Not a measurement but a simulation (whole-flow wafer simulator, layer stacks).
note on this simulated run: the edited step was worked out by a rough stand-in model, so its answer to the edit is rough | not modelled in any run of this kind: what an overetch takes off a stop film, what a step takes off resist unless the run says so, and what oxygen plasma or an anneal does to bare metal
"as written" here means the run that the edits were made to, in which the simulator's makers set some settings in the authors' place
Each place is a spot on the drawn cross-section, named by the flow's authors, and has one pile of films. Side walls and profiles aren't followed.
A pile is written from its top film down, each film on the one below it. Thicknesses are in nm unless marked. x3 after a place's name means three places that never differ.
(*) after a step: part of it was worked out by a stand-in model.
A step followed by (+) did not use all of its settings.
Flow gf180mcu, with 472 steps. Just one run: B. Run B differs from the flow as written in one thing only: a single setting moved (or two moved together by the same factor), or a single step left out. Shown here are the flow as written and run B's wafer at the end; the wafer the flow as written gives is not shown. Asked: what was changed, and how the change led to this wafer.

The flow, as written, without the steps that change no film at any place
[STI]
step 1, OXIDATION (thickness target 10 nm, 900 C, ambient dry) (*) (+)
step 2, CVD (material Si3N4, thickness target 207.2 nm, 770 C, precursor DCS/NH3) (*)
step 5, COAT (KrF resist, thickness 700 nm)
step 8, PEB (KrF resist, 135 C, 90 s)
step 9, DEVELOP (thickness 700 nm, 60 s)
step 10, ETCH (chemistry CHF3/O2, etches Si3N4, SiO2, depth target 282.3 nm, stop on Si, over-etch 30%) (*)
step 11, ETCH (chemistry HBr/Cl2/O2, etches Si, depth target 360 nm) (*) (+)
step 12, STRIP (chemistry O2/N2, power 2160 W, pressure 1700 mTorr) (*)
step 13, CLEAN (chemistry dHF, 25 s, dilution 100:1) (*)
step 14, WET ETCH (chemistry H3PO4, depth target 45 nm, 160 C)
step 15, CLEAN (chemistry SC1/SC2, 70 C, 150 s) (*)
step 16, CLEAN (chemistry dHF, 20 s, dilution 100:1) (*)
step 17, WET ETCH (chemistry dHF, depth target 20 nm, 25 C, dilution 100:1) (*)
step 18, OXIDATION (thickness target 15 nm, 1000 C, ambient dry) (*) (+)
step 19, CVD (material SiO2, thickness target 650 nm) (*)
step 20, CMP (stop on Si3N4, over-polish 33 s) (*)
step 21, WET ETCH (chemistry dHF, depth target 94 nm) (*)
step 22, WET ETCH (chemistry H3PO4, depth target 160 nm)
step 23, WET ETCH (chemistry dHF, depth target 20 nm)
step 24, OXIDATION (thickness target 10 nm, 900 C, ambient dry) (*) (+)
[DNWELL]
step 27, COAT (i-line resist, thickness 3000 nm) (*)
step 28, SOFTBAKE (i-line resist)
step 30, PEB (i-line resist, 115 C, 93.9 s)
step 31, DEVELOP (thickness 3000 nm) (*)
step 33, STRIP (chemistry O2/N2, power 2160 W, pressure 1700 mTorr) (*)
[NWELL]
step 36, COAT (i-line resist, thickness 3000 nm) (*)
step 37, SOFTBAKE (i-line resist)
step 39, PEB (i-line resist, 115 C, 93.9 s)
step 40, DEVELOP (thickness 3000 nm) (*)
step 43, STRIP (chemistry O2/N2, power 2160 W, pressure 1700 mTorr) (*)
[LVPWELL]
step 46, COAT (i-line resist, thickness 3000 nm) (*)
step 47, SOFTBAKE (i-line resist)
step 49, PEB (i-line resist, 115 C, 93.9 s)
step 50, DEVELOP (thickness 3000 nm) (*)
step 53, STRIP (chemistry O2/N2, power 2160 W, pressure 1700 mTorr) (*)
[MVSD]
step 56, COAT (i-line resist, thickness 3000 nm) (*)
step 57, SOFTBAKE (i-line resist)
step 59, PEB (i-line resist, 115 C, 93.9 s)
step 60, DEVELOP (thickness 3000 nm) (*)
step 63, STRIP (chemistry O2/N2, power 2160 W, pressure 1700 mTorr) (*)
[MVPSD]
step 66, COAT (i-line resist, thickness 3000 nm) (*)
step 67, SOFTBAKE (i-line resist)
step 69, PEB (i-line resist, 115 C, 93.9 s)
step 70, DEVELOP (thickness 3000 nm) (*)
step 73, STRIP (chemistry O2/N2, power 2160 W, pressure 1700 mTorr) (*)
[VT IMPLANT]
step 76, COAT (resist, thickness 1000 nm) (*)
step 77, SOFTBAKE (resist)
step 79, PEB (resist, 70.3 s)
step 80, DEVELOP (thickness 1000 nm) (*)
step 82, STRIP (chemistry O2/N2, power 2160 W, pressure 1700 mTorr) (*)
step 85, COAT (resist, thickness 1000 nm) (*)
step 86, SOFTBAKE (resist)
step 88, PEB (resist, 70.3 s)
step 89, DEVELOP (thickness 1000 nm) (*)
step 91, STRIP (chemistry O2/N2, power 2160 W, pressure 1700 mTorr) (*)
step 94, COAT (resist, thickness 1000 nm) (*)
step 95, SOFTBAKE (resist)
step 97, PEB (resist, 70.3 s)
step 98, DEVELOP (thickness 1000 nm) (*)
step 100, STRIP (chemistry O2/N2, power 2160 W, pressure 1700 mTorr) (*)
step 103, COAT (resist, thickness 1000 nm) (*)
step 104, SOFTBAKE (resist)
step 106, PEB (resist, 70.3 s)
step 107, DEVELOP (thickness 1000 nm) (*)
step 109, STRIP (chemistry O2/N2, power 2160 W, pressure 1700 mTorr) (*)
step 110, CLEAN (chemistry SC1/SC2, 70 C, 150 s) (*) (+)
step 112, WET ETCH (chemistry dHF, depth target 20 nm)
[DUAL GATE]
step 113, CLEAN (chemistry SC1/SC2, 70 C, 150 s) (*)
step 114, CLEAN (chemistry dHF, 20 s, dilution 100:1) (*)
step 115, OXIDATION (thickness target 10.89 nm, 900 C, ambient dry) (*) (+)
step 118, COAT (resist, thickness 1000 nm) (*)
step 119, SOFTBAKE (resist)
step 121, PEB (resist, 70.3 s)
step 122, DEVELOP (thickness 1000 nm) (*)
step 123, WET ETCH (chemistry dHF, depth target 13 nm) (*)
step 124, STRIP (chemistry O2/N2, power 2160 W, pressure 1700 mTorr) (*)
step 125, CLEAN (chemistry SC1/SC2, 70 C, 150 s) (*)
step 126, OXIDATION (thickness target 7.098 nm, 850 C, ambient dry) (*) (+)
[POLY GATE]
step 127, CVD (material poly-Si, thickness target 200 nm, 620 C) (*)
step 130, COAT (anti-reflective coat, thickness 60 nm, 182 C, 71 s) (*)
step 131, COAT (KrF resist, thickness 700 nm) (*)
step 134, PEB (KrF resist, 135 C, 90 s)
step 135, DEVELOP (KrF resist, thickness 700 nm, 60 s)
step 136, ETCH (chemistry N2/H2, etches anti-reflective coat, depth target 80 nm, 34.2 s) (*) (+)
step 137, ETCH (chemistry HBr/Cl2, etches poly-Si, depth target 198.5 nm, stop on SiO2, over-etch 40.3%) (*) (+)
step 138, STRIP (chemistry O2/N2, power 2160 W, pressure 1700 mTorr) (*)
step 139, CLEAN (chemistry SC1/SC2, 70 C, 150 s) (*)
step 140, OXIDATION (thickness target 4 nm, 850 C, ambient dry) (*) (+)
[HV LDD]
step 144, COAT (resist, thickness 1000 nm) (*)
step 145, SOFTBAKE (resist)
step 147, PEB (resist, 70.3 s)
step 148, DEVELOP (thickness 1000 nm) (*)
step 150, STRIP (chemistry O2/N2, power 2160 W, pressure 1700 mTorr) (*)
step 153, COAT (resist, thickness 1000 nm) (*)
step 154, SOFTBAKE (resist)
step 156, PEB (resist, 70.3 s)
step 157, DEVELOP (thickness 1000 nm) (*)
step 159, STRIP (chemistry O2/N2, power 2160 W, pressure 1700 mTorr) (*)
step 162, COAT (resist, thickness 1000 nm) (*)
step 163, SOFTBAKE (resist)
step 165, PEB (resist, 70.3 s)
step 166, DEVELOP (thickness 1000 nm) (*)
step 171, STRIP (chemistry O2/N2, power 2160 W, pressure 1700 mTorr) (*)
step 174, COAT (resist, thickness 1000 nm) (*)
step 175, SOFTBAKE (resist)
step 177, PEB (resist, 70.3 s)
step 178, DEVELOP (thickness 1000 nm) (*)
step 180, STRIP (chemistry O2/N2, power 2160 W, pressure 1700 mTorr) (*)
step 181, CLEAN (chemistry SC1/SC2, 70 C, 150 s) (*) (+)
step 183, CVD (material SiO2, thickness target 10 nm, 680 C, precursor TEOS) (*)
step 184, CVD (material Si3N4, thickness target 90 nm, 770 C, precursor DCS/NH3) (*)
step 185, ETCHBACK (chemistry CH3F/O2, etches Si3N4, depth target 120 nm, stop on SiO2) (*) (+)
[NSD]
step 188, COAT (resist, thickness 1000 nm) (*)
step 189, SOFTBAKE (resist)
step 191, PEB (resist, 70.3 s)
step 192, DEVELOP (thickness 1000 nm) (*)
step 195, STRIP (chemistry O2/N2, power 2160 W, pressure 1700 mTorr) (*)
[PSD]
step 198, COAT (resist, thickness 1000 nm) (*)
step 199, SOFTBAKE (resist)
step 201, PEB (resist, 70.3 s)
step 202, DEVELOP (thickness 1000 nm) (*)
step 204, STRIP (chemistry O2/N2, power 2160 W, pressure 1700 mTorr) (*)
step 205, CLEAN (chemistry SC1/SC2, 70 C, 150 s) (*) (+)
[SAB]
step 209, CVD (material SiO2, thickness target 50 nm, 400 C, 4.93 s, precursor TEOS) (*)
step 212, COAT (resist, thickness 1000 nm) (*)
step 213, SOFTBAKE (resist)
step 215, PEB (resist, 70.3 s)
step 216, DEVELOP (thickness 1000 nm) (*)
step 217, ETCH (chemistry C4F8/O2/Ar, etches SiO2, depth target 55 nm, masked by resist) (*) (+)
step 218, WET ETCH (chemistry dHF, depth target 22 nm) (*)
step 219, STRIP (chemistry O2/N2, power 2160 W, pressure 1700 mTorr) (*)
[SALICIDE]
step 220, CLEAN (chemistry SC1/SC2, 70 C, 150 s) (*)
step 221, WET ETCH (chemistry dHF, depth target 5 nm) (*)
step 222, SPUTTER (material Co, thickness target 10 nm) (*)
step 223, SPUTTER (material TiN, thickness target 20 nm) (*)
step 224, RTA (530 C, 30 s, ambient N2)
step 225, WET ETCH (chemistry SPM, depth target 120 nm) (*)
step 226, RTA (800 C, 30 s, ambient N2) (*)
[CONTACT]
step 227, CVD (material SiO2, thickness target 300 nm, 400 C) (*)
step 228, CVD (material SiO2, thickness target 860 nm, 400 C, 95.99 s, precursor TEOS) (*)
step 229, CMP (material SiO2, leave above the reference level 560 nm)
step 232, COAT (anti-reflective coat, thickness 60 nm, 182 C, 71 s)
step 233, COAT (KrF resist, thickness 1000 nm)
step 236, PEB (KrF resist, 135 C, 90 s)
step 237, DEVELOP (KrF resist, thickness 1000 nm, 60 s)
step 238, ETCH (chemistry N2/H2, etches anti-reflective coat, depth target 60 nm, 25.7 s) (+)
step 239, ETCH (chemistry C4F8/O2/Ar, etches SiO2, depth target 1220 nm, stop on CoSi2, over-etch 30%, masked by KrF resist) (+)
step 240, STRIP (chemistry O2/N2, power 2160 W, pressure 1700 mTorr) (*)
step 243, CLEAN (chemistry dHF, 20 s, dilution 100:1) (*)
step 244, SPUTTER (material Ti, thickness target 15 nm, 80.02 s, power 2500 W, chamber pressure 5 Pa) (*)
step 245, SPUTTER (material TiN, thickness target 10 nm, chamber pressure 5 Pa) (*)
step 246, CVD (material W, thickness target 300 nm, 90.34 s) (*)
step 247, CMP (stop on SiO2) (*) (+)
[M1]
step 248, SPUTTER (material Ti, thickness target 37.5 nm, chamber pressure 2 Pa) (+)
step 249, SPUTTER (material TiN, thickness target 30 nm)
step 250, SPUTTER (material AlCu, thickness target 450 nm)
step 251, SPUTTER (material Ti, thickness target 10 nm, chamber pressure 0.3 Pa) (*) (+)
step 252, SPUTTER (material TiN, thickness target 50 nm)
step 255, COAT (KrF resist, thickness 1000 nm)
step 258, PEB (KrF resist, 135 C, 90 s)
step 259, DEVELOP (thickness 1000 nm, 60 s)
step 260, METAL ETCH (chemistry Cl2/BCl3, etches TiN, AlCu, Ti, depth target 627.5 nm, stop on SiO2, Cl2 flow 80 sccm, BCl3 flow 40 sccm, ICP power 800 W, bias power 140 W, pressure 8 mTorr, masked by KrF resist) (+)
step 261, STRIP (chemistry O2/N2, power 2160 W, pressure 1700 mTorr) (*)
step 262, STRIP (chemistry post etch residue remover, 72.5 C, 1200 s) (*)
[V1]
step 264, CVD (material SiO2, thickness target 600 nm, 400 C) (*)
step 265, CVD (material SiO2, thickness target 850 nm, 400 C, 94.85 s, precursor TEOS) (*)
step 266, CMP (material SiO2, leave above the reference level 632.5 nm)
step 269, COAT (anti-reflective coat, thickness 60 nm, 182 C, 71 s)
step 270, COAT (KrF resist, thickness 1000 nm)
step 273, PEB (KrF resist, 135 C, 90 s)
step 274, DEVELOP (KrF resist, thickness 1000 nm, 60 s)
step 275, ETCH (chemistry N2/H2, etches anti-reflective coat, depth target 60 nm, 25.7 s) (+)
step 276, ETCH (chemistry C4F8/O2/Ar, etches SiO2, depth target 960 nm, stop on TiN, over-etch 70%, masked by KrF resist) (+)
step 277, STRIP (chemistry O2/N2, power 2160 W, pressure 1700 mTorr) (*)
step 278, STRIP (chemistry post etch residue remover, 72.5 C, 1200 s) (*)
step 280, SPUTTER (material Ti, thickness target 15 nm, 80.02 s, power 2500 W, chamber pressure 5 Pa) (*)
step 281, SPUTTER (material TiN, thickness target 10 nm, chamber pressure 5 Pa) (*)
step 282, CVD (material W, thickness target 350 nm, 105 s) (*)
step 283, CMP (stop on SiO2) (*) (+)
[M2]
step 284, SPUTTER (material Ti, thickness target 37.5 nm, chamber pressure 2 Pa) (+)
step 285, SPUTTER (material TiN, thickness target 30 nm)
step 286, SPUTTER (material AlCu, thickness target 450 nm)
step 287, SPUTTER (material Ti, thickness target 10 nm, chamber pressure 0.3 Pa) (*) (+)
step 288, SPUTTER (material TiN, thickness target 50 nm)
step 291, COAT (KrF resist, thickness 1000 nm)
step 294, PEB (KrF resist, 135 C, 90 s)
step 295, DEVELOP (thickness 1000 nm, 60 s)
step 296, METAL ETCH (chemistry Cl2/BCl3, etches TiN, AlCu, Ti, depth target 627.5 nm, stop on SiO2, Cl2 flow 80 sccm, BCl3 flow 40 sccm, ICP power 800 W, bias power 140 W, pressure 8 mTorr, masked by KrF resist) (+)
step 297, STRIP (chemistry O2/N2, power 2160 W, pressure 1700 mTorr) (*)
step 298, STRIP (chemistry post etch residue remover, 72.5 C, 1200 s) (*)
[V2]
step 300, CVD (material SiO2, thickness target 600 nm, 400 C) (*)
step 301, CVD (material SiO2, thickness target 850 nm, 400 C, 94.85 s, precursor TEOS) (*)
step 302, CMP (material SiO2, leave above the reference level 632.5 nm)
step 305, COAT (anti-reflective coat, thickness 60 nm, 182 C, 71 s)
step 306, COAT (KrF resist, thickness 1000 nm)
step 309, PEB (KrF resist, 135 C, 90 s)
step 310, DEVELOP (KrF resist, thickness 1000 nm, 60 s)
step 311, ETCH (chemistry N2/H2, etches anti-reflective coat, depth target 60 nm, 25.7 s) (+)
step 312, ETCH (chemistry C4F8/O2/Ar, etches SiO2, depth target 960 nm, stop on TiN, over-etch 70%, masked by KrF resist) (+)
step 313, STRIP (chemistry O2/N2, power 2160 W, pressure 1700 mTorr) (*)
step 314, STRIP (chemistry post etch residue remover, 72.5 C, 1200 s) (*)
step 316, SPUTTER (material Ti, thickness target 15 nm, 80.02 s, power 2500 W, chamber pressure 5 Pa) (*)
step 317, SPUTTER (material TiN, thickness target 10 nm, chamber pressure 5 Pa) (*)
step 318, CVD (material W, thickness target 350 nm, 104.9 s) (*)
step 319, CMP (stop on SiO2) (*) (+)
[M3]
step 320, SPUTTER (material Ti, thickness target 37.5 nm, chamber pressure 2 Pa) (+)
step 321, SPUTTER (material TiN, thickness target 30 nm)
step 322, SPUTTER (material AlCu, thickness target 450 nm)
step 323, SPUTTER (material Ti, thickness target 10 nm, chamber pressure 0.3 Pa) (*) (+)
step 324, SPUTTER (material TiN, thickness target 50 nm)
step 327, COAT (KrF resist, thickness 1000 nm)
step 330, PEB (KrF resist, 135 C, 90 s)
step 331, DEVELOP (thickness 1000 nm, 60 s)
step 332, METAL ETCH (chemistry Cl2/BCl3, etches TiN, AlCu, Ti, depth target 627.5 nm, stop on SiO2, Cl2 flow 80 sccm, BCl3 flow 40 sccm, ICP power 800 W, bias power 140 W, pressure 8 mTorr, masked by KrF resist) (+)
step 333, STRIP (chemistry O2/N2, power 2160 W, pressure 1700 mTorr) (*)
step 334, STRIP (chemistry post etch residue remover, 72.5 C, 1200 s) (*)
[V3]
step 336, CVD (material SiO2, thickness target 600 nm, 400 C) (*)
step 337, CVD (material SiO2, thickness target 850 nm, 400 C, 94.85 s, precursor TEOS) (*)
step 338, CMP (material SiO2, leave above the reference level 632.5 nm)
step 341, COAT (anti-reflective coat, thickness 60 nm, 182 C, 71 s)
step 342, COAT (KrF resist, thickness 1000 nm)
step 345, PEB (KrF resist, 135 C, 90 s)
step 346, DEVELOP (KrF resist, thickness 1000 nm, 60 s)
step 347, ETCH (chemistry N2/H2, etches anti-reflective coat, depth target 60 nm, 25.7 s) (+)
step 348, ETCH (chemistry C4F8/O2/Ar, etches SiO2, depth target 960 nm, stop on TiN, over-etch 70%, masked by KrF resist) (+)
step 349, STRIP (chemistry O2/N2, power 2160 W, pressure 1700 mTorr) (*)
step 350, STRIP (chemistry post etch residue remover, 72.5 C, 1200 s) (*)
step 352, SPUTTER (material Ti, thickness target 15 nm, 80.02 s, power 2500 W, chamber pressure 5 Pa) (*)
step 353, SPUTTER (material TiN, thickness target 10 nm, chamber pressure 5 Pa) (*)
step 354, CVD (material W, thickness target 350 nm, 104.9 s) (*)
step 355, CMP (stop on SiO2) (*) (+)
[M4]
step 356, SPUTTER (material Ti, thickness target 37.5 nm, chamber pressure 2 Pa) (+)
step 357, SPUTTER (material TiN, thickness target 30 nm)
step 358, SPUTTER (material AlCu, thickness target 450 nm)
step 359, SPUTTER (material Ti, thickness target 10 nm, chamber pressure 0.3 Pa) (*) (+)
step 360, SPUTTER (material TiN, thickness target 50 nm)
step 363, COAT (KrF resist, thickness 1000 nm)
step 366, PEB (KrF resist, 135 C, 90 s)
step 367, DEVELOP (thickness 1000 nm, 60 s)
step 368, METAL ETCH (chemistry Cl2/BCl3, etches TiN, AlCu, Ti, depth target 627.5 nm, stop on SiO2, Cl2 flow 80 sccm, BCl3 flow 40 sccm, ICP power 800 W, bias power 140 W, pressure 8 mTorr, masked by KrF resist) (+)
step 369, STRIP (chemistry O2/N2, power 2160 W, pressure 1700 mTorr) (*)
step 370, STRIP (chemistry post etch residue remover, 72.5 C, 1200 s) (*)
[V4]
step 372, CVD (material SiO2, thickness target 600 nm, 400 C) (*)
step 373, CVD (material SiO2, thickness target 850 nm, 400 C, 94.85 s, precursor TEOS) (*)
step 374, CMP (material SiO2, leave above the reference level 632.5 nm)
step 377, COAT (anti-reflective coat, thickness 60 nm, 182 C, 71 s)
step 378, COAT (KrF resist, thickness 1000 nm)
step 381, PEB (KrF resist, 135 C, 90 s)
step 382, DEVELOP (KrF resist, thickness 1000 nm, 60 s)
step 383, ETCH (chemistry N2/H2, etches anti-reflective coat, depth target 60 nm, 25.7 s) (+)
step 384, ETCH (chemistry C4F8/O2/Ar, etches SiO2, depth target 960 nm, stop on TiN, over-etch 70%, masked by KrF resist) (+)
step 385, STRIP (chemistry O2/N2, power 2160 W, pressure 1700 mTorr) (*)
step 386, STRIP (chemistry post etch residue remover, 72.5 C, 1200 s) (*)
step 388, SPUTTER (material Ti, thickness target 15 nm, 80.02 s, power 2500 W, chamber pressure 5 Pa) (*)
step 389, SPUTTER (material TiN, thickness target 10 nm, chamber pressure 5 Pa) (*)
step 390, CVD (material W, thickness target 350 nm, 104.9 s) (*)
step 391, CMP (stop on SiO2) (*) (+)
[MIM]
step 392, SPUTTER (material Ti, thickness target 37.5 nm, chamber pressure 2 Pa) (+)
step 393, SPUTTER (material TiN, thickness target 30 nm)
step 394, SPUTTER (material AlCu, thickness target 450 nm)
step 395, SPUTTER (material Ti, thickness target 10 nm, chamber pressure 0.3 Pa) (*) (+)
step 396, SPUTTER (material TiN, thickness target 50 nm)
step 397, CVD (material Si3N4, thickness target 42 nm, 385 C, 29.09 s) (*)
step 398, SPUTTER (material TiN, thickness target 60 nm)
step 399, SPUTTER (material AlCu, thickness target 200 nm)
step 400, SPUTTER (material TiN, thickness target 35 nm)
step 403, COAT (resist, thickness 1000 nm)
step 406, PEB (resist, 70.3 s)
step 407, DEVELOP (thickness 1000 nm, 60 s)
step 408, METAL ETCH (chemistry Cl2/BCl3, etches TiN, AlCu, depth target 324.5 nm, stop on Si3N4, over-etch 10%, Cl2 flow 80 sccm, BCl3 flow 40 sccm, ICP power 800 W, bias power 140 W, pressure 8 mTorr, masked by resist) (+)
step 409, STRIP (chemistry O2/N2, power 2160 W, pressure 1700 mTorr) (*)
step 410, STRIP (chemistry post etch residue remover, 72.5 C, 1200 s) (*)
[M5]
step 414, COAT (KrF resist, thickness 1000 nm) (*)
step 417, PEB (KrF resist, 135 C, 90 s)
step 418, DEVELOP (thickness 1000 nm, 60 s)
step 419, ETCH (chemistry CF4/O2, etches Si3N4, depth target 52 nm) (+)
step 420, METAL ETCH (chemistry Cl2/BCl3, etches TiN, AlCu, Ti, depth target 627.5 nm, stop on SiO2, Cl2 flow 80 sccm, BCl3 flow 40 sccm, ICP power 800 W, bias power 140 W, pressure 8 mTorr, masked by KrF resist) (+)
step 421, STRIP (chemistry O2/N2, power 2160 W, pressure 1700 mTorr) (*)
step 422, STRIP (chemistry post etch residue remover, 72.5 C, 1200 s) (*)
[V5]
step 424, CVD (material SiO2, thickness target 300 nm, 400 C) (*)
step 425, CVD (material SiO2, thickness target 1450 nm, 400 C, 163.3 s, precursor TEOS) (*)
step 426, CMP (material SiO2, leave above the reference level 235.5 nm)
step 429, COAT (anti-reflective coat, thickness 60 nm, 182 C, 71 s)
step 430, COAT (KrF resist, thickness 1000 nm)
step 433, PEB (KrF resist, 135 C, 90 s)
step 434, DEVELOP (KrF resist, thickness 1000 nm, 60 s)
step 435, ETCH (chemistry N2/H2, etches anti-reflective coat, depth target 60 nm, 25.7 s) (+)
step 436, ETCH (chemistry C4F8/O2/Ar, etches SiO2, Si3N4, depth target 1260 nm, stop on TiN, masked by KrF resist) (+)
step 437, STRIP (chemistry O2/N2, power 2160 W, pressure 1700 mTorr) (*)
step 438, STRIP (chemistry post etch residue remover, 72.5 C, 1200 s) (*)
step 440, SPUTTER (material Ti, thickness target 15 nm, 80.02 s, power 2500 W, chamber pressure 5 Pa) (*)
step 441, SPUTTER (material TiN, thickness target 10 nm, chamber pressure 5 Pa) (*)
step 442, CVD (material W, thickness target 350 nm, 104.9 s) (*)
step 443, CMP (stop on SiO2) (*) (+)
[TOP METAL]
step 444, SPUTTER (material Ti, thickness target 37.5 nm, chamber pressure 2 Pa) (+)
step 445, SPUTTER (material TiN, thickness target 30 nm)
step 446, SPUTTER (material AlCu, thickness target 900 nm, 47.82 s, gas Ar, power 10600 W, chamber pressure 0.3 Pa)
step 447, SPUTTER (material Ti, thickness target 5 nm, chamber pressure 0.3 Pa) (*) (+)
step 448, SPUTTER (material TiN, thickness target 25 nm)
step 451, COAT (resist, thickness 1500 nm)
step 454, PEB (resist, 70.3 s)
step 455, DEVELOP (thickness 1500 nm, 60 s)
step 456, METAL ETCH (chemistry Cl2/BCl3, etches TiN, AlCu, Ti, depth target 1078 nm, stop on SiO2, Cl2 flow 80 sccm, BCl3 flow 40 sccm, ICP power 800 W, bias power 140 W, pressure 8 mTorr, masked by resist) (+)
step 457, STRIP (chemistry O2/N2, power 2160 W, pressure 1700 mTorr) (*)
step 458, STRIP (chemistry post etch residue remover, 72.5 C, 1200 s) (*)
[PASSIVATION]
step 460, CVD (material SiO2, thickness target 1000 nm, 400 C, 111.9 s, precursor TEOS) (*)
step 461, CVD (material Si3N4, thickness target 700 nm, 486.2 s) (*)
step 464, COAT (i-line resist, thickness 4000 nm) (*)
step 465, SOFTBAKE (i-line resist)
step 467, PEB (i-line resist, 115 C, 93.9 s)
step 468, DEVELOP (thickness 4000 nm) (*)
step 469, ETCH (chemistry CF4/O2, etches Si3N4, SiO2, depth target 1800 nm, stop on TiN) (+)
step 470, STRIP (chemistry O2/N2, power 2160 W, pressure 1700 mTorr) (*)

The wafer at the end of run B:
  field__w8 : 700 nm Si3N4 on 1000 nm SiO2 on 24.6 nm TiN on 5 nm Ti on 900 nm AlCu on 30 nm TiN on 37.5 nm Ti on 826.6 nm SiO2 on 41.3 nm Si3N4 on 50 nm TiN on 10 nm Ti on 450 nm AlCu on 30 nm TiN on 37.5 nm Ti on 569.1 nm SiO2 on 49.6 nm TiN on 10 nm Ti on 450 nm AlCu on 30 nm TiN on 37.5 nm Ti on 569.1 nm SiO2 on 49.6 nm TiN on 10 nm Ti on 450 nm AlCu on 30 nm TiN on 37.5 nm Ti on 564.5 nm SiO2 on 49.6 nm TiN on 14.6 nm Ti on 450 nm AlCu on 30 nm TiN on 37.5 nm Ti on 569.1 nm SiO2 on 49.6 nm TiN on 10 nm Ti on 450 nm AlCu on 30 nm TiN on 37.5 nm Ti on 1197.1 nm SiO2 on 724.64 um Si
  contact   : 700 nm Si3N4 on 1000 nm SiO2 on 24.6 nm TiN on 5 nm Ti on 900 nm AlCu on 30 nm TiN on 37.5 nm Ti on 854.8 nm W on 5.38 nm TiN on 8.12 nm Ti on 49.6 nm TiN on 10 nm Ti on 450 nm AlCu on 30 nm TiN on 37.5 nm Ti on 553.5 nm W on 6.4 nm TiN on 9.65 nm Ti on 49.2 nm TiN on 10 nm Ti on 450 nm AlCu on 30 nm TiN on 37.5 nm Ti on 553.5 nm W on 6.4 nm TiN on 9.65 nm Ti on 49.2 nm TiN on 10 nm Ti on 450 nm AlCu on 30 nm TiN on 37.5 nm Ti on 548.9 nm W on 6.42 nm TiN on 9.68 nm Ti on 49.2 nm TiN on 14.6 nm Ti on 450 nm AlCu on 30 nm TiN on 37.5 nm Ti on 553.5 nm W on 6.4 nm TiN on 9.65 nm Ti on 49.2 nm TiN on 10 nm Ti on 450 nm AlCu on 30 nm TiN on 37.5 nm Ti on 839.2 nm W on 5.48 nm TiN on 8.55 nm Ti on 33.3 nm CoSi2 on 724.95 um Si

Cause: step 287, SPUTTER: thickness target 14.6 nm was run, though the flow has thickness target 10 nm.
The wafer itself shows it: field__w8 has Ti 14.6, and step 287 as written asks for 10 nm.

Step by step, how the change led to this:
  step 287, SPUTTER (material Ti, thickness target 10 nm, chamber pressure 0.3 Pa) (*) (+)
      field, field__w1, field__w2 and 108 more: +14.6 Ti (new film) (it would be, as written: +10 Ti (new film))
  step 296, METAL ETCH (chemistry Cl2/BCl3, etches TiN, AlCu, Ti, depth target 627.5 nm, stop on SiO2, Cl2 flow 80 sccm, BCl3 flow 40 sccm, ICP power 800 W, bias power 140 W, pressure 8 mTorr, masked by KrF resist) (+)
      field, field__w1, field__w2 and 103 more: -50 TiN (all of it), -14.6 Ti (all of it), -450 AlCu (all of it), -30 TiN (all of it), -37.5 Ti (all of it) (it would be, as written: -50 TiN (all of it), -10 Ti (all of it), -450 AlCu (all of it), -30 TiN (all of it), -37.5 Ti (all of it))
